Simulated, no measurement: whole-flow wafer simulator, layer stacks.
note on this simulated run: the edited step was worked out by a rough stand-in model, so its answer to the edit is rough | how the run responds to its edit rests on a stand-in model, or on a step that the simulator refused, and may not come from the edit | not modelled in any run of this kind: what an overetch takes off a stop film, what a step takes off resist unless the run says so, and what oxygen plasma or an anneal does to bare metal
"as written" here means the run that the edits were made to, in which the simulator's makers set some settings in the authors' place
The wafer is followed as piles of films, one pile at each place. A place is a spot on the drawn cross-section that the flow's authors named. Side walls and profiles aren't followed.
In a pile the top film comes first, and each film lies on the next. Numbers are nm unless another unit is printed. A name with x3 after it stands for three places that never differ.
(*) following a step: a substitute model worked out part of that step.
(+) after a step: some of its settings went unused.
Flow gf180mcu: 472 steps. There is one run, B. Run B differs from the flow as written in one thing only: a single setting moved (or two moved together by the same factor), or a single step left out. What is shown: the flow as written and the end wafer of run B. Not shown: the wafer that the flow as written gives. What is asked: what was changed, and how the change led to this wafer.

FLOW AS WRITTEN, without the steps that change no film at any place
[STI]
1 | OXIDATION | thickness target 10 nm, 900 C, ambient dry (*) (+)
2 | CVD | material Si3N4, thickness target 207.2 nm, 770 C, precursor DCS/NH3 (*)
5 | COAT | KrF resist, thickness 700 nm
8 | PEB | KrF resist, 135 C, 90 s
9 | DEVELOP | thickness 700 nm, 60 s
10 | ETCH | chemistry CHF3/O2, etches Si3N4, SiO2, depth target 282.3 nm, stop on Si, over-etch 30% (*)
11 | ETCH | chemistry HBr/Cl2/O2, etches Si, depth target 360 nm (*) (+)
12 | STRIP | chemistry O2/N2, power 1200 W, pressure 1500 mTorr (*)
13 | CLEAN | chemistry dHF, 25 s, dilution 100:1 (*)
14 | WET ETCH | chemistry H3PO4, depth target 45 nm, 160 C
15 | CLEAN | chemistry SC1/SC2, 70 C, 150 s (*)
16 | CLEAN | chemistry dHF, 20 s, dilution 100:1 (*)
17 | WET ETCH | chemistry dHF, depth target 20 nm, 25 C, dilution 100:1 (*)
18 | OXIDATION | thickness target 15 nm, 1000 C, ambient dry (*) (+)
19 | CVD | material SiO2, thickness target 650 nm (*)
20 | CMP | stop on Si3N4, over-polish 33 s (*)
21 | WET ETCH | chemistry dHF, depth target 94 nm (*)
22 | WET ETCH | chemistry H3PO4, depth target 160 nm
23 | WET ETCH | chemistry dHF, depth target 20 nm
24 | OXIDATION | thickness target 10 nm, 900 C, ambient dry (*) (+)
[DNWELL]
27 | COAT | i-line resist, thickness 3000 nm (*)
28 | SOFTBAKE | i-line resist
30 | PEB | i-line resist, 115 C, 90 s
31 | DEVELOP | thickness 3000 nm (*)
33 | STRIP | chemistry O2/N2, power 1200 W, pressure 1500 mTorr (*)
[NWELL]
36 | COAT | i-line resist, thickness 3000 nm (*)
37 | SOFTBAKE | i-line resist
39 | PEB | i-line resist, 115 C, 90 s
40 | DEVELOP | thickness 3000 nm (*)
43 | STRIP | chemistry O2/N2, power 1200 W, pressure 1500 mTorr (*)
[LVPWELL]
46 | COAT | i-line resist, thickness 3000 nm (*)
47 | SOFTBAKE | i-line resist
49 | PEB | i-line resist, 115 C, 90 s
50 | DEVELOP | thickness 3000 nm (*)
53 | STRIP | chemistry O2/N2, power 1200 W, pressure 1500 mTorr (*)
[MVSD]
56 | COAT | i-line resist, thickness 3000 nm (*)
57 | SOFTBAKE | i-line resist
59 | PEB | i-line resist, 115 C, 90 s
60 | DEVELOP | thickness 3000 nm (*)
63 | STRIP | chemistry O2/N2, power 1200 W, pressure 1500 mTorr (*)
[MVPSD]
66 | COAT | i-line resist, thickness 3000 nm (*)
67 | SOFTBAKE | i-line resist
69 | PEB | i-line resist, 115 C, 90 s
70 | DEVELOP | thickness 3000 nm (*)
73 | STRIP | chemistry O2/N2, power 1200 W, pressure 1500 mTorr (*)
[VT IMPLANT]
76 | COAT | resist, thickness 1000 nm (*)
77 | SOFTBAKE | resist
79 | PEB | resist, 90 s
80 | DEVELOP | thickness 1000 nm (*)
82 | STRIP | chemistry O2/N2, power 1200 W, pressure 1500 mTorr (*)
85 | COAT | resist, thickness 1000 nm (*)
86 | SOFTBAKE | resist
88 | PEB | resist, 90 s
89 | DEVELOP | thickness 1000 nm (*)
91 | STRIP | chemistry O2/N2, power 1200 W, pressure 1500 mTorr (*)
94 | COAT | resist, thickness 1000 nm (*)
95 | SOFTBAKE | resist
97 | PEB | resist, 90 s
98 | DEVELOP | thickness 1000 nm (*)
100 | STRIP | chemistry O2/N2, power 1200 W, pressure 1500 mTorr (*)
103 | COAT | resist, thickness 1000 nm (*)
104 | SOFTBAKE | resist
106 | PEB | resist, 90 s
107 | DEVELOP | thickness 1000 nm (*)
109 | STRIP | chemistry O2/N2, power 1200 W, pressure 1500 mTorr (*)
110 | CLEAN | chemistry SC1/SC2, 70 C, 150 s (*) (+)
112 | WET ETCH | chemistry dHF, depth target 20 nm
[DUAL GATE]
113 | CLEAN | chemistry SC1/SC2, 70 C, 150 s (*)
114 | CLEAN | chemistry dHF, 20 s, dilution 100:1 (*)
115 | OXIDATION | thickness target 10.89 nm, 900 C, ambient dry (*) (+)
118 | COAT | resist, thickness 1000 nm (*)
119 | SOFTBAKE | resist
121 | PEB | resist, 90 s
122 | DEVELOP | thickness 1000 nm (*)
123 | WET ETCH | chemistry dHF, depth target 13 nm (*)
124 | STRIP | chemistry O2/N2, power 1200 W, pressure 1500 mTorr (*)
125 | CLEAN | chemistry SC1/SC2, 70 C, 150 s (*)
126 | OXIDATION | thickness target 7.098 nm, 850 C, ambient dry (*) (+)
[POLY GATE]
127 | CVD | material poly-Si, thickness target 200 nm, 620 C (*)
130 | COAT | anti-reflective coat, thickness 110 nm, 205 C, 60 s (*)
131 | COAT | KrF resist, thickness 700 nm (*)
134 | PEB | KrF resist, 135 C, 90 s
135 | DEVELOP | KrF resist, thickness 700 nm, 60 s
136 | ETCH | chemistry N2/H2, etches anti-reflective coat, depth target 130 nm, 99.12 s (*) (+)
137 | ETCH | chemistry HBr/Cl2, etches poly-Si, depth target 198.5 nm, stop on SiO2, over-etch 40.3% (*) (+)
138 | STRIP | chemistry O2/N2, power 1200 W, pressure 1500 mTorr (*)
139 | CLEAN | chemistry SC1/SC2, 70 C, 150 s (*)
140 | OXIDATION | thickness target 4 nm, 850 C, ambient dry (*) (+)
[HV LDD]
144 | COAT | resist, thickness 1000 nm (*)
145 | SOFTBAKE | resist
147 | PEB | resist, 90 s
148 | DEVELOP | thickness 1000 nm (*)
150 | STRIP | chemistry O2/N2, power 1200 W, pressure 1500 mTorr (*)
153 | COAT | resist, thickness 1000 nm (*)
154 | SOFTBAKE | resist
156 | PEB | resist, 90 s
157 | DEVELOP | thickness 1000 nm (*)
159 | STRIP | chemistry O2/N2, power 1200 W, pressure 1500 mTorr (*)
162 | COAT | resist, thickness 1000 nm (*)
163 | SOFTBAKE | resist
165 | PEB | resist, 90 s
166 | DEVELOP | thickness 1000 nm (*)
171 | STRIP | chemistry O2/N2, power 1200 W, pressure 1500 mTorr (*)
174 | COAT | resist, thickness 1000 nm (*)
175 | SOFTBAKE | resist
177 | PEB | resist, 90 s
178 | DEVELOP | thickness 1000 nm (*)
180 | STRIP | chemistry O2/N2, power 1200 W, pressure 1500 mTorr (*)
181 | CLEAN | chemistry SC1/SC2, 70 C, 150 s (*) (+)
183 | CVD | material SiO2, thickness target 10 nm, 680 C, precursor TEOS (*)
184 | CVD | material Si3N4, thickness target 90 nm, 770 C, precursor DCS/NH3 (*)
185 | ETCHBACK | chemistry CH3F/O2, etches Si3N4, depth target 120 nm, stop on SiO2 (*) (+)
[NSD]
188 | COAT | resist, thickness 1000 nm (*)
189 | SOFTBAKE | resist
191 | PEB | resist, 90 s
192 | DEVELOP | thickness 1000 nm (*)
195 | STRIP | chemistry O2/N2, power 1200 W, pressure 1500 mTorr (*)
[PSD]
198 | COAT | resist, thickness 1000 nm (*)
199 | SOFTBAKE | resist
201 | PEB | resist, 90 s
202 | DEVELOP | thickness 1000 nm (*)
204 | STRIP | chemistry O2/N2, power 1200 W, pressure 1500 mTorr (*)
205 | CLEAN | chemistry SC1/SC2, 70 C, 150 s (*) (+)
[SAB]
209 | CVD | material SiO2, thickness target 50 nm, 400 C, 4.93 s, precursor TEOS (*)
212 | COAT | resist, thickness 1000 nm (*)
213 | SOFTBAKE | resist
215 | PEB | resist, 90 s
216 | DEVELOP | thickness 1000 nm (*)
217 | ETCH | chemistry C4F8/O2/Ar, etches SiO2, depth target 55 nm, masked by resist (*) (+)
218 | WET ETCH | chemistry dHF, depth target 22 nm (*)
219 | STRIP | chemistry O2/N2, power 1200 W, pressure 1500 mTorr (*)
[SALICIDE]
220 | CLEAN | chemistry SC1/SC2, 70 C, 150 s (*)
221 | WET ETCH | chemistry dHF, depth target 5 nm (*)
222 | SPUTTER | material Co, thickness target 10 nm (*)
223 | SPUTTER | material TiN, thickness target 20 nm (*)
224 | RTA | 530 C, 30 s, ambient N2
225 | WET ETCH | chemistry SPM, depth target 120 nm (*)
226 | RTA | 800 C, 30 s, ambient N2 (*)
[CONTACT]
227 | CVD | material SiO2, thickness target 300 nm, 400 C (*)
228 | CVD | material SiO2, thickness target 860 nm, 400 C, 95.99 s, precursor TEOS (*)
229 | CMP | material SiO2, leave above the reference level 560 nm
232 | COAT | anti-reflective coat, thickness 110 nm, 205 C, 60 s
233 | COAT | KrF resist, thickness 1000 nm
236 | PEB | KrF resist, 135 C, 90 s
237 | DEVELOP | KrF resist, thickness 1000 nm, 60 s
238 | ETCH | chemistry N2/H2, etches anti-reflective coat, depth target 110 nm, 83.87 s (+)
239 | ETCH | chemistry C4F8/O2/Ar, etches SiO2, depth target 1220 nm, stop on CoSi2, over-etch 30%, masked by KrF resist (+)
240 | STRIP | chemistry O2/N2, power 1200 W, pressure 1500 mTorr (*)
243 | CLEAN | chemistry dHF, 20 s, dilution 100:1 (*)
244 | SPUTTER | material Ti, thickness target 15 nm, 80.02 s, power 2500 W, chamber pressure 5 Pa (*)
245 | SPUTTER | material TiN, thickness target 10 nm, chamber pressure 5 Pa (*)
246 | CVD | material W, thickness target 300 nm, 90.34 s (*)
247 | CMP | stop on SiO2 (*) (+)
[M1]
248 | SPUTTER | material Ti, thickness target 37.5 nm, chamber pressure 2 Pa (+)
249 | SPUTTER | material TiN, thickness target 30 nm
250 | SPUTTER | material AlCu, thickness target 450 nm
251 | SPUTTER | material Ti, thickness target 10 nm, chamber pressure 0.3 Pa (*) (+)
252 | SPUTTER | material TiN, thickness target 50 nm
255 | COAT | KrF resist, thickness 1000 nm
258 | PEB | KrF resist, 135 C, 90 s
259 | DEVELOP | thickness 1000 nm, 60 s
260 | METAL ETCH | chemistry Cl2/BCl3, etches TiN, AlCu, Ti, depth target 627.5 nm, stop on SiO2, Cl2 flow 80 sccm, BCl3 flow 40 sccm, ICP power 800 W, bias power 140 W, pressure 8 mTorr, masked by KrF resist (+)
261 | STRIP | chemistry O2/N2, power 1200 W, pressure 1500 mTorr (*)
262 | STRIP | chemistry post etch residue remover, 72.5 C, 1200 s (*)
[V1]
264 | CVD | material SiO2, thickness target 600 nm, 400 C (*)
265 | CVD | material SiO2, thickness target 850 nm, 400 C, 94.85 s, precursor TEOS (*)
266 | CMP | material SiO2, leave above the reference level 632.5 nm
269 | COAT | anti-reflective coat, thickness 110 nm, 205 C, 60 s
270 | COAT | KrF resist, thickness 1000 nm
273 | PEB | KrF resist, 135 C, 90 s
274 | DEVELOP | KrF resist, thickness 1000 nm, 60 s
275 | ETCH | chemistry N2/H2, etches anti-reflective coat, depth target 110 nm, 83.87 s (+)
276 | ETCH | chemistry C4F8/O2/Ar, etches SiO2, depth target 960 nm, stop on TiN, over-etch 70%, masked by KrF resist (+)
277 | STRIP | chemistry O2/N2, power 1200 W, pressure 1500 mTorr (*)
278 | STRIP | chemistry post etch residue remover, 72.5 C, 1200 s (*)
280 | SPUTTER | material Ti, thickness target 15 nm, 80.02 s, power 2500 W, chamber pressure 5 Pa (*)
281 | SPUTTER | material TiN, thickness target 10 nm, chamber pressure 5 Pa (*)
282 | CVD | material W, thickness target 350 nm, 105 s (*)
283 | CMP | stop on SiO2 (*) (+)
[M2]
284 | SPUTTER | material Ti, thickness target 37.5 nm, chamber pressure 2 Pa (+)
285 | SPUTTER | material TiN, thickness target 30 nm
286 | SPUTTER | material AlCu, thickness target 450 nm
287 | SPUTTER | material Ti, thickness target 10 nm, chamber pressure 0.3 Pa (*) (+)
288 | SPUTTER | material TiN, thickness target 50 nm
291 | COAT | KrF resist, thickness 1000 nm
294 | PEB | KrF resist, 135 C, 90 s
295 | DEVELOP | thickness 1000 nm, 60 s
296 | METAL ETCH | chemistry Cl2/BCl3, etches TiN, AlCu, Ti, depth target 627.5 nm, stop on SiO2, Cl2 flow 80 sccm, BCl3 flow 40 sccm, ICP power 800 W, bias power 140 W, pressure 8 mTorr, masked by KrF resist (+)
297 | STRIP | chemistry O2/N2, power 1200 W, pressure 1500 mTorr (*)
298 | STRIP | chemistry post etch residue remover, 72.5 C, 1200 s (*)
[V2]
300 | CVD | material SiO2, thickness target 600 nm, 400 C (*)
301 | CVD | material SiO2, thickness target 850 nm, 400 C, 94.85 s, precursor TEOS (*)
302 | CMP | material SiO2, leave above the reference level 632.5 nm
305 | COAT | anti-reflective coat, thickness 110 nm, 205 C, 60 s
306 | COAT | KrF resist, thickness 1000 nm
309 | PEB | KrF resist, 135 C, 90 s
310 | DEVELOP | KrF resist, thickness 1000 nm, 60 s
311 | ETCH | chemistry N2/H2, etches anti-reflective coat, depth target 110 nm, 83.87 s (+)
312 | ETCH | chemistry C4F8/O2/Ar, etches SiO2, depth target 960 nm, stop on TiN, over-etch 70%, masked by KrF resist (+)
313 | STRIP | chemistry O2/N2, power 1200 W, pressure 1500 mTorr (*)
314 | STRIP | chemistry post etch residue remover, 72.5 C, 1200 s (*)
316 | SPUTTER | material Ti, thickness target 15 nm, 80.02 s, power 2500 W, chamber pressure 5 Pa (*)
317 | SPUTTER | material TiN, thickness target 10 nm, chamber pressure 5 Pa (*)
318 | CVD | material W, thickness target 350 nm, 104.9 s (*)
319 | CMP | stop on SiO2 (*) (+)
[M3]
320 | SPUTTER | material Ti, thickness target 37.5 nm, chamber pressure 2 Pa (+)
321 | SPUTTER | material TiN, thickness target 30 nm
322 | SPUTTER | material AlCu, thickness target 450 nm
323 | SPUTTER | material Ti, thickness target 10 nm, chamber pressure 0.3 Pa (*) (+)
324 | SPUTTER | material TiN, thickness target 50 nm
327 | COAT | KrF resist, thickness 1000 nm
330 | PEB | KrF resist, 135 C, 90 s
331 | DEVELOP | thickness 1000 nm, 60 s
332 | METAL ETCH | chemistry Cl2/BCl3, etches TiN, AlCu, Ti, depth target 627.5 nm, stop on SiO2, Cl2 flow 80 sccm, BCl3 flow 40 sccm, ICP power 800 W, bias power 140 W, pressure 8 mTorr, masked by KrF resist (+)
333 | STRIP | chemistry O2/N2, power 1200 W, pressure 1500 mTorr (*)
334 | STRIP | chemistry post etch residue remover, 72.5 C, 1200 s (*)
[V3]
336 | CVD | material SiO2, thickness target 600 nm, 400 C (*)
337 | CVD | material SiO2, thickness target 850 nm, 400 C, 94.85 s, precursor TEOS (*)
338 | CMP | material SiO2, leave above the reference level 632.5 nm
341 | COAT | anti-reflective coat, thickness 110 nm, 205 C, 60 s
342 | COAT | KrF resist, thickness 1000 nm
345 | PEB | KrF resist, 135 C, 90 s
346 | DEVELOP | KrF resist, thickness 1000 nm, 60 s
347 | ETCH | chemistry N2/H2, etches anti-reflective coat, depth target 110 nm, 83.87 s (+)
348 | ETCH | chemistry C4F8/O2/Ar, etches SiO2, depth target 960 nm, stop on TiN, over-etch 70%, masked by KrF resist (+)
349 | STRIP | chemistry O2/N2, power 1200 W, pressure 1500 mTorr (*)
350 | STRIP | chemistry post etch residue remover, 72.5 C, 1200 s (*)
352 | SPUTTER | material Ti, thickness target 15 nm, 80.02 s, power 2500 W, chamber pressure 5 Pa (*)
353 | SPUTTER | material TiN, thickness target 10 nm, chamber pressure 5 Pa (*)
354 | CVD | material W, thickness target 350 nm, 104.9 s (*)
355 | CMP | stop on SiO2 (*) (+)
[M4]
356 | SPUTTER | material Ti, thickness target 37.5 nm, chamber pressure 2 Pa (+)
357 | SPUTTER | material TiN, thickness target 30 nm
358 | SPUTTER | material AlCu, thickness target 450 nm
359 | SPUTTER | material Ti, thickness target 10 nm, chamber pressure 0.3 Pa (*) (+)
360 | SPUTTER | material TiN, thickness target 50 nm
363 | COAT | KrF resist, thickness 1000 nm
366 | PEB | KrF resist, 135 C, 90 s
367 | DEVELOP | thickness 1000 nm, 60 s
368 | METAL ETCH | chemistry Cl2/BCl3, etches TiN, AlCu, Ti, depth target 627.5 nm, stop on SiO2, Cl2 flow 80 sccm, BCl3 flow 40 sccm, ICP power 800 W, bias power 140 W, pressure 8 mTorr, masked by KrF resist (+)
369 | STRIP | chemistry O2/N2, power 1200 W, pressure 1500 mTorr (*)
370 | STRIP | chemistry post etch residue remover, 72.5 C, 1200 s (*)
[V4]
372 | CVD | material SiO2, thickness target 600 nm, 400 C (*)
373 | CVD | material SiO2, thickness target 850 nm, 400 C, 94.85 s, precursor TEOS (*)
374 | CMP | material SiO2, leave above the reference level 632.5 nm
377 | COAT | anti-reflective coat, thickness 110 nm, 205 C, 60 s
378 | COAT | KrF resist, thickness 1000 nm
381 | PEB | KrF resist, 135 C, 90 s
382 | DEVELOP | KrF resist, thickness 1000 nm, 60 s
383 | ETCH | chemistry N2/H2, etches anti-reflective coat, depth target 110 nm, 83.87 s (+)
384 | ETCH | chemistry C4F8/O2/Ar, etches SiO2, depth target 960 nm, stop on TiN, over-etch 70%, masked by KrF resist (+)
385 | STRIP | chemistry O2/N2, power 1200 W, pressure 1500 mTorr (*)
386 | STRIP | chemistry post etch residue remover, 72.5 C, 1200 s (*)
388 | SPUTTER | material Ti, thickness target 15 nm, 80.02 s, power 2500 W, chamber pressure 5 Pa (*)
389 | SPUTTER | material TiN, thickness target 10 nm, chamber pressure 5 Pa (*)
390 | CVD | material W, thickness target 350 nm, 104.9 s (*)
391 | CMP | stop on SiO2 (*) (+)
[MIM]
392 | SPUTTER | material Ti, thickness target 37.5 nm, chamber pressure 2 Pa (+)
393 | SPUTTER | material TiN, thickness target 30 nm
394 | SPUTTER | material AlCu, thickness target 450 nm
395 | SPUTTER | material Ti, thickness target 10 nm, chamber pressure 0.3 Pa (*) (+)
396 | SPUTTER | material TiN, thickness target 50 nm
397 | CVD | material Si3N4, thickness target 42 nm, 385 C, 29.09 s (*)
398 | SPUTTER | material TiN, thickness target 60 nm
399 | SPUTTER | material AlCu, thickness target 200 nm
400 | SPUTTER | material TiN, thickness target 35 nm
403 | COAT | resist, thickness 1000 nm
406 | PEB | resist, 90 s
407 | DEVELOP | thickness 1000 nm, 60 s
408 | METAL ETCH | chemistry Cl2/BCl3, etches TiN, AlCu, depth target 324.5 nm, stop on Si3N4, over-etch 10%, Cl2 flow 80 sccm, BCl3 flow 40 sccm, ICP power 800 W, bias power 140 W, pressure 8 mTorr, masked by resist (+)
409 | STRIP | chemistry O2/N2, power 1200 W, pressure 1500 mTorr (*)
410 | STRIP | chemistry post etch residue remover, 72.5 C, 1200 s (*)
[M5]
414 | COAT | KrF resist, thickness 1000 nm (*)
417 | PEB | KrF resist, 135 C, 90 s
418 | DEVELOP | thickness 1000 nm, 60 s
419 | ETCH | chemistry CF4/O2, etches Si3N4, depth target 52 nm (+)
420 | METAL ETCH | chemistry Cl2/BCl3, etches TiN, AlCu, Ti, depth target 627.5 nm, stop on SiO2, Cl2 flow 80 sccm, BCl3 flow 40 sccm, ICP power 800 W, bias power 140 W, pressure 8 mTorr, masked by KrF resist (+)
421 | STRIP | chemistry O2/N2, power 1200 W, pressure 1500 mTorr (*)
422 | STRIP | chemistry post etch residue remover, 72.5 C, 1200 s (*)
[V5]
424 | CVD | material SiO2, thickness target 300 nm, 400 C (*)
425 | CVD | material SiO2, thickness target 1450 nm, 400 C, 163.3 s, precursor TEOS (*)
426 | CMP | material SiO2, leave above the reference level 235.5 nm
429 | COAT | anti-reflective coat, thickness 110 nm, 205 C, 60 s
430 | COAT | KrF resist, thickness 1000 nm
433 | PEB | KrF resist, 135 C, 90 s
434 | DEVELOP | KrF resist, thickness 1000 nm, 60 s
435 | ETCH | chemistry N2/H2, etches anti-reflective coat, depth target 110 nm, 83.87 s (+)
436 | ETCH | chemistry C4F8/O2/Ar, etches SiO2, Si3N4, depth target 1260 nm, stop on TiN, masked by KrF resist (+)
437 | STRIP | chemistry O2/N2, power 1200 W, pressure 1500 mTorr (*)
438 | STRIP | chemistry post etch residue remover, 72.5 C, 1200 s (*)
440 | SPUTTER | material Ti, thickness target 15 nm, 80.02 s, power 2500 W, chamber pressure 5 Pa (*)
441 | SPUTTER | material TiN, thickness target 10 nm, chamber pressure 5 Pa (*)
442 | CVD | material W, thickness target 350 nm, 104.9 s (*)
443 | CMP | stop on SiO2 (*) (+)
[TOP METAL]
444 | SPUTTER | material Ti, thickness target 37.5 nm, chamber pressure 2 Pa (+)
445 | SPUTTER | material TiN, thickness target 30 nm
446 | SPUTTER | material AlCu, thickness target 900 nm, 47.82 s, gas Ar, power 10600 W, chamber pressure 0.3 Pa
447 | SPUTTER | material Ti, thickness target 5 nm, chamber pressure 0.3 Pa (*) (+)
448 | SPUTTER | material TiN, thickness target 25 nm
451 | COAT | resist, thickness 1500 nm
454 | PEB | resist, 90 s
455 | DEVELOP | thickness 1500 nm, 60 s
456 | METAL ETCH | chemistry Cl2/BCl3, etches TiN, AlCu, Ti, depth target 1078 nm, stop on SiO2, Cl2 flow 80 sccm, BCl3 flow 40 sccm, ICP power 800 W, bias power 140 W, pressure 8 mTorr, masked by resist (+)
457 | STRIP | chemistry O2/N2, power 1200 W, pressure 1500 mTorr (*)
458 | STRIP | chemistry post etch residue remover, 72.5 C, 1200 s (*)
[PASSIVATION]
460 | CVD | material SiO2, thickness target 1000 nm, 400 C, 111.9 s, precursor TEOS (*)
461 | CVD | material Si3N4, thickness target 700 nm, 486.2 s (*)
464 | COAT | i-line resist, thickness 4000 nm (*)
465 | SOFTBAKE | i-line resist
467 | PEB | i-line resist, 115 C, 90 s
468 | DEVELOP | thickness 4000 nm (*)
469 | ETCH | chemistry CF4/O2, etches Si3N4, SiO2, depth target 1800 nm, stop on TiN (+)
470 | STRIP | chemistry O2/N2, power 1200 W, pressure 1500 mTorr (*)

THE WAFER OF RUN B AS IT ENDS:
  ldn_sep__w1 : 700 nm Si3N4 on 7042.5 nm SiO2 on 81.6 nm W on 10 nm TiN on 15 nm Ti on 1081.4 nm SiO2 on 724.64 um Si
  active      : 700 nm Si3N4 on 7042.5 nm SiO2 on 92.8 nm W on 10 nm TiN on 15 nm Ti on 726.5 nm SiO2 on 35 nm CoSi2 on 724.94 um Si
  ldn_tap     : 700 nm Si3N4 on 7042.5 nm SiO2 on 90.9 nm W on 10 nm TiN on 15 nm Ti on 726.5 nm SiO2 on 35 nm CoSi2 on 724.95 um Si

What caused this: step 228, CVD: thickness target 430 nm was run, while the flow as written has thickness target 860 nm.

The path from the change to this, step by step:
  228 | CVD | material SiO2, thickness target 860 nm, 400 C, 95.99 s, precursor TEOS (*)
      field, field__w7, field__w8 and 70 more: +430 SiO2 (in the flow as written it would be: +860 SiO2)
      field__w3, field__w12: +407.4 SiO2 (in the flow as written it would be: +807.3 SiO2)
      (and at 36 other places as well)
  229 | CMP | material SiO2, leave above the reference level 560 nm
      ldn_sep__w1, ldn_sep__w2, ldn_dft and 8 more: nothing (in the flow as written it would be: -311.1 SiO2)
      active, p_well, sd_n, iso_ptap_pw, iso_ntap_nw, iso_ptap_sub, vpnp_e: nothing (in the flow as written it would be: -299.9 SiO2)
      (and at 93 other places as well)
  232 | COAT | anti-reflective coat, thickness 110 nm, 205 C, 60 s
      ld_sd_p, ldp_src: +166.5 anti-reflective coat (new film) (in the flow as written it would be: +110 anti-reflective coat (new film))
      nw_enc_fld_lv__w4, ldn_tap: +140.8 anti-reflective coat (new film) (in the flow as written it would be: +110 anti-reflective coat (new film))
      (and at 96 other places as well)
  233 | COAT | KrF resist, thickness 1000 nm
      p_well, sti, spacer, sd_n, mim_1p0, pad, dice_street: +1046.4 KrF resist (new film) (in the flow as written it would be: +1000 KrF resist (new film))
      field: +1032.8 KrF resist (new film) (in the flow as written it would be: +1000 KrF resist (new film))
      (and at 24 other places as well)
  236 | PEB | KrF resist, 135 C, 90 s
      ldn_acc: -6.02 KrF resist (in the flow as written it would be: -6.68 KrF resist)
      ldn_drn: -6.04 KrF resist (in the flow as written it would be: -6.68 KrF resist)
      (and at 2 other places as well)
  237 | DEVELOP | KrF resist, thickness 1000 nm, 60 s
      polyc_n: -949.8 KrF resist (all of it) (in the flow as written it would be: -993.3 KrF resist (all of it))
      polyc_p: -950.3 KrF resist (all of it) (in the flow as written it would be: -993.3 KrF resist (all of it))
  238 | ETCH | chemistry N2/H2, etches anti-reflective coat, depth target 110 nm, 83.87 s (+)
      contact: -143 anti-reflective coat (in the flow as written it would be: -110 anti-reflective coat (all of it), -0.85 SiO2)
      polyc_n: -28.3 anti-reflective coat (all of it), -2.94 SiO2 (in the flow as written it would be: -110 anti-reflective coat (all of it), -0.85 SiO2)
      (and at 1 other place as well)
  239 | ETCH | chemistry C4F8/O2/Ar, etches SiO2, depth target 1220 nm, stop on CoSi2, over-etch 30%, masked by KrF resist (+)
      contact: -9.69 anti-reflective coat (all of it), -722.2 SiO2 (all of it) (in the flow as written it would be: -859.2 SiO2 (all of it))
      field, field__w1, field__w2 and 105 more: -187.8 KrF resist (in the flow as written it would be: -223.4 KrF resist)
  240 | STRIP | chemistry O2/N2, power 1200 W, pressure 1500 mTorr (*)
      sti, mim_1p0, pad, dice_street: -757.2 KrF resist (all of it), -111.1 anti-reflective coat (all of it) (in the flow as written it would be: -675.6 KrF resist (all of it), -110 anti-reflective coat (all of it))
      p_well, sd_n: -757.2 KrF resist (all of it), -108.1 anti-reflective coat (all of it) (in the flow as written it would be: -675.6 KrF resist (all of it), -110 anti-reflective coat (all of it))
      (and at 102 other places as well)
  244 | SPUTTER | material Ti, thickness target 15 nm, 80.02 s, power 2500 W, chamber pressure 5 Pa (*)
      field__w3, ld_sd_n: +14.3 Ti (new film) (in the flow as written it would be: +15 Ti (new film))
      field__w12, ld_drift_n: +13.7 Ti (new film) (in the flow as written it would be: +15 Ti (new film))
      (and at 4 other places as well)
  245 | SPUTTER | material TiN, thickness target 10 nm, chamber pressure 5 Pa (*)
      field__w12: +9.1 TiN (new film) (in the flow as written it would be: +10 TiN (new film))
      ld_drift_n: +9.12 TiN (new film) (in the flow as written it would be: +10 TiN (new film))
      (and at 1 other place as well)
  246 | CVD | material W, thickness target 300 nm, 90.34 s (*)
      contact: +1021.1 W (new film) (in the flow as written it would be: +1167.5 W (new film))
  247 | CMP | stop on SiO2 (*) (+)
      gate, gate_hv, gate_p and 23 more: -300 W (all of it), -10 TiN (all of it), -15 Ti (all of it) (in the flow as written it would be: -300 W (all of it), -10 TiN (all of it), -15 Ti (all of it), -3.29 SiO2)
      ldn_sep__w1, ldn_sep__w2, ldn_dft and 8 more: -206.1 W (in the flow as written it would be: -300 W (all of it), -10 TiN (all of it), -15 Ti (all of it), -3.29 SiO2)
      (and at 72 other places as well)
  260 | METAL ETCH | chemistry Cl2/BCl3, etches TiN, AlCu, Ti, depth target 627.5 nm, stop on SiO2, Cl2 flow 80 sccm, BCl3 flow 40 sccm, ICP power 800 W, bias power 140 W, pressure 8 mTorr, masked by KrF resist (+)
      field, field__w1, field__w2 and 74 more: -50 TiN (all of it), -10 Ti (all of it), -450 AlCu (all of it), -30 TiN (all of it), -37.5 Ti (all of it), -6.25 W (in the flow as written it would be: -50 TiN (all of it), -10 Ti (all of it), -450 AlCu (all of it), -30 TiN (all of it), -37.5 Ti (all of it))
      spacer: -50 TiN (all of it), -10 Ti (all of it), -450 AlCu (all of it), -30 TiN (all of it), -37.5 Ti (all of it), -10 TiN (all of it), -15 Ti (all of it) (in the flow as written it would be: -50 TiN (all of it), -10 Ti (all of it), -450 AlCu (all of it), -30 TiN (all of it), -37.5 Ti (all of it))
  262 | STRIP | chemistry post etch residue remover, 72.5 C, 1200 s (*)
      field, field__w1, field__w2 and 74 more: -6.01 W (in the flow as written it would be: nothing)
  264 | CVD | material SiO2, thickness target 600 nm, 400 C (*)
      field, field__w1, field__w2 and 74 more: +600 SiO2 (new film) (in the flow as written it would be: +600 SiO2)
  266 | CMP | material SiO2, leave above the reference level 632.5 nm
      field, field__w1, field__w2 and 74 more: -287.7 SiO2 (in the flow as written it would be: -300 SiO2)
      spacer: -274.9 SiO2 (in the flow as written it would be: -300 SiO2)
If metal films that touch count as one body, ldn_sep__w1 has 1 body; the flow as written gives 0 bodies.
If metal films that touch count as one body, active has 2 bodies (between them, from the top down: SiO2 726.5); the flow as written gives 1 body.
If metal films that touch count as one body, ldn_tap has 2 bodies (between them, from the top down: SiO2 726.5); the flow as written gives 1 body.
